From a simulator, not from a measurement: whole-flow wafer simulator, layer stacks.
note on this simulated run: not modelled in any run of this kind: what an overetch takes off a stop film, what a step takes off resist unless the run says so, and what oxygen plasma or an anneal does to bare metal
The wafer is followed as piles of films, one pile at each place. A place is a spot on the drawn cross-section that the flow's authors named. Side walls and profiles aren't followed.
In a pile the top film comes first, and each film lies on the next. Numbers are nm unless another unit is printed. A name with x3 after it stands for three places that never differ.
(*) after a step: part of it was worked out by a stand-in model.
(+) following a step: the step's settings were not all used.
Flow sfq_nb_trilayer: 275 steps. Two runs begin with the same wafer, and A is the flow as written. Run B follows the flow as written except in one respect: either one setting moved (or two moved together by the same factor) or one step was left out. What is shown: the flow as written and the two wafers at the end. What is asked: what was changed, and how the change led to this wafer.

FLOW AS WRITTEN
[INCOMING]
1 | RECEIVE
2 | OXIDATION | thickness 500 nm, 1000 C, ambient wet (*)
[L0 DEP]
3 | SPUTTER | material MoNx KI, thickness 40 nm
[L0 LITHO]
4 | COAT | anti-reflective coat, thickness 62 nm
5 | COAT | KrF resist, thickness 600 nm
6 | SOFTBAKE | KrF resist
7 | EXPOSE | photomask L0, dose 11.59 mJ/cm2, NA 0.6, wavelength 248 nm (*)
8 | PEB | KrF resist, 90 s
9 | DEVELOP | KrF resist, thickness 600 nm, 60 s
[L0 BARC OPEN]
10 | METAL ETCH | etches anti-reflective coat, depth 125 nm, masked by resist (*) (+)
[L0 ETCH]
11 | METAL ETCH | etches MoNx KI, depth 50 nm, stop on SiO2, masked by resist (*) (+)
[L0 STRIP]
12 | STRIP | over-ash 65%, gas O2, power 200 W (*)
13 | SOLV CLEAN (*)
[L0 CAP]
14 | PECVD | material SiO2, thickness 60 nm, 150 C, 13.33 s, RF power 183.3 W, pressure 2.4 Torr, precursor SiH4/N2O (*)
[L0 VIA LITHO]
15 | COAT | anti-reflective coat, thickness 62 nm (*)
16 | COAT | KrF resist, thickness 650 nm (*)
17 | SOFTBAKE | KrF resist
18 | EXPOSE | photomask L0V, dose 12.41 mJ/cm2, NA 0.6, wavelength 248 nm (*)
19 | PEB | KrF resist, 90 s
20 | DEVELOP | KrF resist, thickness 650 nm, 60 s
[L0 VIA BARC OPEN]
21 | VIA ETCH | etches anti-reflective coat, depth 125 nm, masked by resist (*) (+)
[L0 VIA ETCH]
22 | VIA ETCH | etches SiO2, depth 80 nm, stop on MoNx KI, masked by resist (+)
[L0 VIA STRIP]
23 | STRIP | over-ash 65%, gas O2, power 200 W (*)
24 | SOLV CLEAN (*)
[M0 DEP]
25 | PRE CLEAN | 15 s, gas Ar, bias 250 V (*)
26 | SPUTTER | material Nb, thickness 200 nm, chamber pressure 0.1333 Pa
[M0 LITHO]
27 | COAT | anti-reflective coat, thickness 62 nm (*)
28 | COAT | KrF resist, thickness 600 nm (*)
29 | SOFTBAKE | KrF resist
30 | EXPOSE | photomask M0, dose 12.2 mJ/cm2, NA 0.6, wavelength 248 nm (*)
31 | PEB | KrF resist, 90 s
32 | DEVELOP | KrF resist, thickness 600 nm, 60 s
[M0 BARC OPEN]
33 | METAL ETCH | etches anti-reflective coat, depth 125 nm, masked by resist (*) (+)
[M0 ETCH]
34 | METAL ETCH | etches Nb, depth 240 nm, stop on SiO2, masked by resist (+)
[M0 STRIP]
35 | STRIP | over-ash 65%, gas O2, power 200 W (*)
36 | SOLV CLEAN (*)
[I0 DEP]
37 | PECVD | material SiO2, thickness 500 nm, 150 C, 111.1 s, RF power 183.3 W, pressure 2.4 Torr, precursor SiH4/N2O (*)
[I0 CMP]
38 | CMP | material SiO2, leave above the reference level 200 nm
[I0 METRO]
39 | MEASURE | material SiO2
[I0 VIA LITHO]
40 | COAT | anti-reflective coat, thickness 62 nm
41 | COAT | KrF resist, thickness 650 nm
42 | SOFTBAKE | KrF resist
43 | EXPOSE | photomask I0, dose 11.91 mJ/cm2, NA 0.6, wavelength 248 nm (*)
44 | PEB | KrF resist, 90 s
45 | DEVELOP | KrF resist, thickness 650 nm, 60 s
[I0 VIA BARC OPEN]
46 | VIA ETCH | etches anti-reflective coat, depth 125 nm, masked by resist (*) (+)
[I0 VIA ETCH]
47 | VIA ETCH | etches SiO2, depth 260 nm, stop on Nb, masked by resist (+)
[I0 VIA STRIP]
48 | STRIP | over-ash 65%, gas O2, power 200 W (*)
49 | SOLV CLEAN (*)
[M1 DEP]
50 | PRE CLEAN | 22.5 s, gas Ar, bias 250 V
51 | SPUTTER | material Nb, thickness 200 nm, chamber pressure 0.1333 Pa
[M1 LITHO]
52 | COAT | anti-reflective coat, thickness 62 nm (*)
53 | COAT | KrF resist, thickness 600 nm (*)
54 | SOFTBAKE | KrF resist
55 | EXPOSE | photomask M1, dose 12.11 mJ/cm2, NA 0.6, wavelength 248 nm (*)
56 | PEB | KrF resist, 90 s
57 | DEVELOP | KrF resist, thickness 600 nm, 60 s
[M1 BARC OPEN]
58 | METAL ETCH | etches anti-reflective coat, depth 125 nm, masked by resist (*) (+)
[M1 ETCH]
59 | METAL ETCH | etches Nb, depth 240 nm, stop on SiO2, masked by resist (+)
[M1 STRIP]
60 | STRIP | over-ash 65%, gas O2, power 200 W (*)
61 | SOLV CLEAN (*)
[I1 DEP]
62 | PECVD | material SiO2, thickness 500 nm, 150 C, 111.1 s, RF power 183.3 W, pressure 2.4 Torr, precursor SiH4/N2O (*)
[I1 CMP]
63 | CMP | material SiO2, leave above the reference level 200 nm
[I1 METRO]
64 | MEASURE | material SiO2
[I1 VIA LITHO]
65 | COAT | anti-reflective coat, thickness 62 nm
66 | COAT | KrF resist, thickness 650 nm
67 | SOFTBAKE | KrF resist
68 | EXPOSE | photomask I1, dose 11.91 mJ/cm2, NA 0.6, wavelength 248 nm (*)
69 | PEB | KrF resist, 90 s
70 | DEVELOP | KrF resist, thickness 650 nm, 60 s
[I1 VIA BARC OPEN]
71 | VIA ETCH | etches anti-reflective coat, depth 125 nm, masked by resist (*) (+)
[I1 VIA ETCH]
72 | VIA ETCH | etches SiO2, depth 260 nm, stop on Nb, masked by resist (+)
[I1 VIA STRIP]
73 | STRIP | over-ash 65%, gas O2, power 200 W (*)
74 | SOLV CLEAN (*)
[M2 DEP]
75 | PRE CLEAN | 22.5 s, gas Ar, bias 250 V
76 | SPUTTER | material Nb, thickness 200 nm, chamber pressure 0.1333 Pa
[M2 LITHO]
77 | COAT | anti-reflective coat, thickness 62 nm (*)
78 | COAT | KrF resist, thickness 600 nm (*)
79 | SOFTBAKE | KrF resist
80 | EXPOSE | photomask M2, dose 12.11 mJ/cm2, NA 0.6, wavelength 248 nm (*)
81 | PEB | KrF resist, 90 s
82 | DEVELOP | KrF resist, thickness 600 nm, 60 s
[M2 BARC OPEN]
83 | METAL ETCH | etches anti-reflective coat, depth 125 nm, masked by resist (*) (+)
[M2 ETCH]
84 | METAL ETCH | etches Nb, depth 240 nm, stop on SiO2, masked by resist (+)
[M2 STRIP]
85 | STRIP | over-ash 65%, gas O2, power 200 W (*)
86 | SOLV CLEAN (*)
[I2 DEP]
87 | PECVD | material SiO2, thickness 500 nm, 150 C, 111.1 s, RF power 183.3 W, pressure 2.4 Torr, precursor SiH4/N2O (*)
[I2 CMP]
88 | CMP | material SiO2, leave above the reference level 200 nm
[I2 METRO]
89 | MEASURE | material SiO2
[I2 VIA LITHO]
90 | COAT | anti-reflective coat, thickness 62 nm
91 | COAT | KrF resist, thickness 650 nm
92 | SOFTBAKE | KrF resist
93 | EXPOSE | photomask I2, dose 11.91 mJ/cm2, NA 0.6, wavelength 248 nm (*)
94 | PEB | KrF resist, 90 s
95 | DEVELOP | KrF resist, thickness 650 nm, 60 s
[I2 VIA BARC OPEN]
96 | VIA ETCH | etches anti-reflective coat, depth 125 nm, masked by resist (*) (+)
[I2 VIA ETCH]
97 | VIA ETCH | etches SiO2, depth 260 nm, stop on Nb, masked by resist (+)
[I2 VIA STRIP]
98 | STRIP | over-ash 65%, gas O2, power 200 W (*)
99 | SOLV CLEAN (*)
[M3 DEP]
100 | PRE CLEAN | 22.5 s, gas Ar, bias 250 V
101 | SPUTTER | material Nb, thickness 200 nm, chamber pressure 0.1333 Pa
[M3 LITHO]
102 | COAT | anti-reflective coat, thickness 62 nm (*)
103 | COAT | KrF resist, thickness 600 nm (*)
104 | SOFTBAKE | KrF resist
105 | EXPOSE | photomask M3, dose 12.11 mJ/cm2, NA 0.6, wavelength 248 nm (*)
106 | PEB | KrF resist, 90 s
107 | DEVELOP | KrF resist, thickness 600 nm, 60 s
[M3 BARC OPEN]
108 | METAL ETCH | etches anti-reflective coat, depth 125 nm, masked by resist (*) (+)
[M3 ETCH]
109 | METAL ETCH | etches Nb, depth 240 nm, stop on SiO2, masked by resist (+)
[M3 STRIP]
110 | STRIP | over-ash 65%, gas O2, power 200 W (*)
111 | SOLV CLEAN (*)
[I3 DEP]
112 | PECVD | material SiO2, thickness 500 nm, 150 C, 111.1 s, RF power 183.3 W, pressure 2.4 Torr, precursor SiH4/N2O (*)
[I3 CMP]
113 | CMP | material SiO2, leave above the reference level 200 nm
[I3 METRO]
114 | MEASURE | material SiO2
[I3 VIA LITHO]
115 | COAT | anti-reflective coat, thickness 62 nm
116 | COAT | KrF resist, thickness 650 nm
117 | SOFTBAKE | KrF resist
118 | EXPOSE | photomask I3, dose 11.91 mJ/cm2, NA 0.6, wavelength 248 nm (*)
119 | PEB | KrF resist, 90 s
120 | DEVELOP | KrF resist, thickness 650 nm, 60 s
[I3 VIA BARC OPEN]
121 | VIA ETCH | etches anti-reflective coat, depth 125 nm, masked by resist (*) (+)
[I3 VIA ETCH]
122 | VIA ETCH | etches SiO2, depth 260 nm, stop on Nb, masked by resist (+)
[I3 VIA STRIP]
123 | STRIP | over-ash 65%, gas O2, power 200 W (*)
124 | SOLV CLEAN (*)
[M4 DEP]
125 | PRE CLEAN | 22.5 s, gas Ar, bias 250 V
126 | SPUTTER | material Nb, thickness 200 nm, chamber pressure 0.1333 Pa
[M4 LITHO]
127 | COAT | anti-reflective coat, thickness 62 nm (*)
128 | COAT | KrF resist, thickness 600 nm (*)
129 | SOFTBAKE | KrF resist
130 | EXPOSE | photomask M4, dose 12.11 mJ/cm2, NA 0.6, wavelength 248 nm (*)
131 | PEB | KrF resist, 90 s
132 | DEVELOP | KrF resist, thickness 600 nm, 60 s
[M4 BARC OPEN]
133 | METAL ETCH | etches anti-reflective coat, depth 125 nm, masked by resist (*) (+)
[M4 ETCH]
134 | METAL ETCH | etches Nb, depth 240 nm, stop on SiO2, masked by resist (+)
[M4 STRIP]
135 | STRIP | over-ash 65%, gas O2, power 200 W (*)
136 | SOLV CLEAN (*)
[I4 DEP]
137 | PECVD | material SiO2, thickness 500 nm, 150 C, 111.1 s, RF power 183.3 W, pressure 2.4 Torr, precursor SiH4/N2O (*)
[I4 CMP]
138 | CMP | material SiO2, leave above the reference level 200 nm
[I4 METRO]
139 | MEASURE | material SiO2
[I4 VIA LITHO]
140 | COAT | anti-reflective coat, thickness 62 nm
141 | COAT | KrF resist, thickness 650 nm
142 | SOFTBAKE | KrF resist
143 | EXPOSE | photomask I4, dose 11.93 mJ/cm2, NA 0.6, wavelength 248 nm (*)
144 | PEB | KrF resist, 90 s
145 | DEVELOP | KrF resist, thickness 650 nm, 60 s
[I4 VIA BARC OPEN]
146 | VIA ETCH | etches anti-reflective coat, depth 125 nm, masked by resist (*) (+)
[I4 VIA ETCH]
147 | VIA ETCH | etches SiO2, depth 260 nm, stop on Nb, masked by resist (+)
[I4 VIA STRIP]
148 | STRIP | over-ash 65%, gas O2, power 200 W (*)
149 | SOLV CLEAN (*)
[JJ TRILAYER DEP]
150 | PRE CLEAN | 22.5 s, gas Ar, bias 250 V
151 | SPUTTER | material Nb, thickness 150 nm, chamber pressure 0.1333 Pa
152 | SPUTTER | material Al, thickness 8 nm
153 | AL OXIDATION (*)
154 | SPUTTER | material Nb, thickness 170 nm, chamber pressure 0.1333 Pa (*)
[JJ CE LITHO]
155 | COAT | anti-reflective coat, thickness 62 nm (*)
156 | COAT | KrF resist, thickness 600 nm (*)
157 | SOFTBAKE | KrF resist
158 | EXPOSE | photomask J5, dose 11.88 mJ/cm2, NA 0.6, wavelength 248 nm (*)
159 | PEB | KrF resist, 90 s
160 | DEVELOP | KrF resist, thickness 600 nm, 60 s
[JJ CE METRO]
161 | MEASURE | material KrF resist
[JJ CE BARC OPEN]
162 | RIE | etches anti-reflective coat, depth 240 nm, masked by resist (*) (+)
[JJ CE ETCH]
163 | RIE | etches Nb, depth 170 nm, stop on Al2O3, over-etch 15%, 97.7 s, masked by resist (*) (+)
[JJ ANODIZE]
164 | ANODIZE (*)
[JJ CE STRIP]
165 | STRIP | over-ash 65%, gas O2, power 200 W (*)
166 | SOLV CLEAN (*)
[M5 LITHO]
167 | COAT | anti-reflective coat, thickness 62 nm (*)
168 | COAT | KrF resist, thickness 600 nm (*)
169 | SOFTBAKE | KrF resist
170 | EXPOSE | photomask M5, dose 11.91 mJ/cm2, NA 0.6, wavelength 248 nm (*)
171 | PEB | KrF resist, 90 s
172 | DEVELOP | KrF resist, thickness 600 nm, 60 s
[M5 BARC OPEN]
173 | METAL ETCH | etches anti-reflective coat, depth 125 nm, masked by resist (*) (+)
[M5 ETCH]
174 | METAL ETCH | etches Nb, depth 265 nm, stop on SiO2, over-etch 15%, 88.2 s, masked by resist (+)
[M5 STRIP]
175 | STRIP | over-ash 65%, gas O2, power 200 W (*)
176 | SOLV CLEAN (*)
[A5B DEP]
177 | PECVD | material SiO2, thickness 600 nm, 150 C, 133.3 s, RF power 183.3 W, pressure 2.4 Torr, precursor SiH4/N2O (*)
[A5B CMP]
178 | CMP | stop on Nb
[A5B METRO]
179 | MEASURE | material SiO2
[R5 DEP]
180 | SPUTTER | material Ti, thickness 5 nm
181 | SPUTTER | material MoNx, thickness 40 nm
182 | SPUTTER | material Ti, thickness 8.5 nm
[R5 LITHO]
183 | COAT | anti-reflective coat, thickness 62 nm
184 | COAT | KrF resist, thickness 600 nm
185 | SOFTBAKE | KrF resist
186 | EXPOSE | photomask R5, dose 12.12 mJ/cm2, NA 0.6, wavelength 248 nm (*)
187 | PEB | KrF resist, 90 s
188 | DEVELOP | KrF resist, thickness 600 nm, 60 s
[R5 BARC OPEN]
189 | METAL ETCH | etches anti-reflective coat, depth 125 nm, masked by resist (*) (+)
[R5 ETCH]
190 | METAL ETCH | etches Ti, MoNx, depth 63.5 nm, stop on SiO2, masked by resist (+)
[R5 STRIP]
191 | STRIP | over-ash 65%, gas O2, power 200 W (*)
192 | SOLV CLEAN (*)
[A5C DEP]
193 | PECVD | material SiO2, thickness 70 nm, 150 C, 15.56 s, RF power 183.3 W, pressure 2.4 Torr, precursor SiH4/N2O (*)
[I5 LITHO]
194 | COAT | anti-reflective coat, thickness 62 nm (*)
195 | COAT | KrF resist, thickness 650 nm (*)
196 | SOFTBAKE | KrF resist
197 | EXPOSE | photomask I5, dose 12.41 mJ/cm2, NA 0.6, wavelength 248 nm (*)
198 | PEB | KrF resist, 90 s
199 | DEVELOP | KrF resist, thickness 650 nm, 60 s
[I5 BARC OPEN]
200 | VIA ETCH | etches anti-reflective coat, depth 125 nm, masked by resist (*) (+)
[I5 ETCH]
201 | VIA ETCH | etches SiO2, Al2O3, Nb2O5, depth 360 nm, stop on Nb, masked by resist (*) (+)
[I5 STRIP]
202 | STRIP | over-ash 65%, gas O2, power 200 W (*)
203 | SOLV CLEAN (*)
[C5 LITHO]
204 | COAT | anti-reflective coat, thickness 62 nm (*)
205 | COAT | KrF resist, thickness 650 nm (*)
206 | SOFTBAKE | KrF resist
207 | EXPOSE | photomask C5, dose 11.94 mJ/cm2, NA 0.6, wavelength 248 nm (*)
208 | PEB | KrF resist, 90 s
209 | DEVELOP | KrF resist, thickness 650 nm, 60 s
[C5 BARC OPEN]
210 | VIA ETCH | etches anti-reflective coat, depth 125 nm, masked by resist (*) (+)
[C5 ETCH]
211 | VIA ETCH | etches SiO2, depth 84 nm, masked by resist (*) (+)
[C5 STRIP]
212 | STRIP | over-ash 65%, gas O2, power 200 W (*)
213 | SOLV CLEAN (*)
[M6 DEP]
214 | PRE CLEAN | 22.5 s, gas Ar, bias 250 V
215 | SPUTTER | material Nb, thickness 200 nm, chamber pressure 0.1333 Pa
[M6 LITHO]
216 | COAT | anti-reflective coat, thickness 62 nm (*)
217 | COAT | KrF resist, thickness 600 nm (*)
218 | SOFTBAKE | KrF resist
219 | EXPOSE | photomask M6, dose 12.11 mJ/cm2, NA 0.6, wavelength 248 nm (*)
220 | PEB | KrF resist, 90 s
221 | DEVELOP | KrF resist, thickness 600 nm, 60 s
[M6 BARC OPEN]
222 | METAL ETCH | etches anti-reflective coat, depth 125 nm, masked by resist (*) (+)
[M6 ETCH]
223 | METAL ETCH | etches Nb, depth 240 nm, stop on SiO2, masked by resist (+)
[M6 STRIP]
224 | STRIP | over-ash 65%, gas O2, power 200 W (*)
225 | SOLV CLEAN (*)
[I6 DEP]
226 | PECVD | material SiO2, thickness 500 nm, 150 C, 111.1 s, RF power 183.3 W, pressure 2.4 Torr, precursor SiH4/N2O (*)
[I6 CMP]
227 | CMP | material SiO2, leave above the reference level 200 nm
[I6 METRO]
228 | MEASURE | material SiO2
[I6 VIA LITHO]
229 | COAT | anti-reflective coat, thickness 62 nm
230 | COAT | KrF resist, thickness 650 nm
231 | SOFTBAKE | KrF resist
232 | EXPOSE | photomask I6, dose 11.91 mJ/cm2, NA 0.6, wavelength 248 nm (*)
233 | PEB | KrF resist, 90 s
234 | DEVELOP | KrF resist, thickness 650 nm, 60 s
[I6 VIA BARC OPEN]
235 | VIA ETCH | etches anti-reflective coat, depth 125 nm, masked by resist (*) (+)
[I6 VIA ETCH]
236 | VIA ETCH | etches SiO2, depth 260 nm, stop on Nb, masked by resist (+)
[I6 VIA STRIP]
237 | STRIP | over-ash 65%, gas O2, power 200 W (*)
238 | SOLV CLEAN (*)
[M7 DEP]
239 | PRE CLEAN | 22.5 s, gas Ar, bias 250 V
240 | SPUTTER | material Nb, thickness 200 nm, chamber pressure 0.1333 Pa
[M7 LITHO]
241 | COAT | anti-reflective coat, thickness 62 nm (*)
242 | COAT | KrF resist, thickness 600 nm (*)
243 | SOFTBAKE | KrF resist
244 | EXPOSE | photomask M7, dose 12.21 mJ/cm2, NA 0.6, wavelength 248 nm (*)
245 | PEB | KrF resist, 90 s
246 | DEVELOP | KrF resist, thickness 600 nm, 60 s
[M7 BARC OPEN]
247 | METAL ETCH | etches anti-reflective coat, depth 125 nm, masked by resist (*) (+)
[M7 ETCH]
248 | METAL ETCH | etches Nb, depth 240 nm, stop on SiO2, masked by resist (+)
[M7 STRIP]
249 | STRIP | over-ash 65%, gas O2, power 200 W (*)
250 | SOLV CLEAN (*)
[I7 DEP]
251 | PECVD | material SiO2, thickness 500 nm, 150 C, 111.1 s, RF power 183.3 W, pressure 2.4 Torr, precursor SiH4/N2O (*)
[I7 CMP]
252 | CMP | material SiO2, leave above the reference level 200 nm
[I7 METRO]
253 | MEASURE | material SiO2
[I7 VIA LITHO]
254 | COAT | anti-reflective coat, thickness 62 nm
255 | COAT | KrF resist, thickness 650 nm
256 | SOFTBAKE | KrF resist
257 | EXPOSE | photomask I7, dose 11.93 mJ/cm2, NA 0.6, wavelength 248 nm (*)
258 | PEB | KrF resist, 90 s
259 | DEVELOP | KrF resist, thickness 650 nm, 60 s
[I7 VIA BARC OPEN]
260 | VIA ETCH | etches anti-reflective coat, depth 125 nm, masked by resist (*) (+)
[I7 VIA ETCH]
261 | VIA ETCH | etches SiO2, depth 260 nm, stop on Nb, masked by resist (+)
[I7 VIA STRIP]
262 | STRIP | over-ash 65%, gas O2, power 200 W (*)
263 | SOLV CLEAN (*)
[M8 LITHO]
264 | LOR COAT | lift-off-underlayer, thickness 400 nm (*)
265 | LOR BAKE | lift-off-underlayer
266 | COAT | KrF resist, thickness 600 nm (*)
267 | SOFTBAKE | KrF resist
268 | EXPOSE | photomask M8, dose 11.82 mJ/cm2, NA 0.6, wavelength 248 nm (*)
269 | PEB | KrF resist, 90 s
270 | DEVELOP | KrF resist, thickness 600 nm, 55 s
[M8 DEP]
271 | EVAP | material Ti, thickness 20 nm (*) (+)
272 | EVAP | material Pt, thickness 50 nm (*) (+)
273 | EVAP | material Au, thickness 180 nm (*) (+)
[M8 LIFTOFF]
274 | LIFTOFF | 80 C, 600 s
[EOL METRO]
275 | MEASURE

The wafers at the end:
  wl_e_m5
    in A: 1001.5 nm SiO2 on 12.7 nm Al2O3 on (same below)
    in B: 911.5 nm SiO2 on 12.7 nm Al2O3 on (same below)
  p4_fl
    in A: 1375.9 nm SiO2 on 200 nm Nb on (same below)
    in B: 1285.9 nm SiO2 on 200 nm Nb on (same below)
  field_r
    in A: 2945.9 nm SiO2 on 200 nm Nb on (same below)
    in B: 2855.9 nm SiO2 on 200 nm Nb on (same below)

The reason: step 240, SPUTTER: thickness 110 nm was run, though the flow has thickness 200 nm.

How this came from the change, step by step:
  240 | SPUTTER | material Nb, thickness 200 nm, chamber pressure 0.1333 Pa
      field_l, v_sur, via_wl and 102 more: A Nb gains 200 (new film) | B Nb gains 110 (new film)
      via_v: A Nb gains 161.1 | B Nb gains 88.5
  241 | COAT | anti-reflective coat, thickness 62 nm (*)
      via_v: A anti-reflective coat gains 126 (new film) | B anti-reflective coat gains 121 (new film)
  248 | METAL ETCH | etches Nb, depth 240 nm, stop on SiO2, masked by resist (+)
      field_l, field_r, lsp_l and 62 more: A Nb loses 200 (all of it) | B Nb loses 110 (all of it)
      v_sur, via_wl, via_w and 38 more: A KrF resist loses 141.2 | B KrF resist loses 97.1
  249 | STRIP | over-ash 65%, gas O2, power 200 W (*)
      wl_j_sl, wl_jj, wl_j_sr and 14 more: A KrF resist loses 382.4 (all of it), anti-reflective coat loses 62 (all of it) | B KrF resist loses 426.5 (all of it), anti-reflective coat loses 62 (all of it)
      lsp_m, ln_m6, lsp_r: A KrF resist loses 381.9 (all of it), anti-reflective coat loses 61.8 (all of it) | B KrF resist loses 426.1 (all of it), anti-reflective coat loses 61.8 (all of it)
      (as well as at 21 more places)
  251 | PECVD | material SiO2, thickness 500 nm, 150 C, 111.1 s, RF power 183.3 W, pressure 2.4 Torr, precursor SiH4/N2O (*)
      field_r, lsp_l: A SiO2 gains 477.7 | B SiO2 gains 487.7
      m7r_space_l x2: A SiO2 gains 557.1 | B SiO2 gains 500
      (as well as at 1 more place)
  252 | CMP | material SiO2, leave above the reference level 200 nm
      field_l, p4_fl, p4_fm and 56 more: A SiO2 loses 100 | B SiO2 loses 190
      field_r, lsp_l: A SiO2 loses 77.7 | B SiO2 loses 177.7
      (as well as at 5 more places)
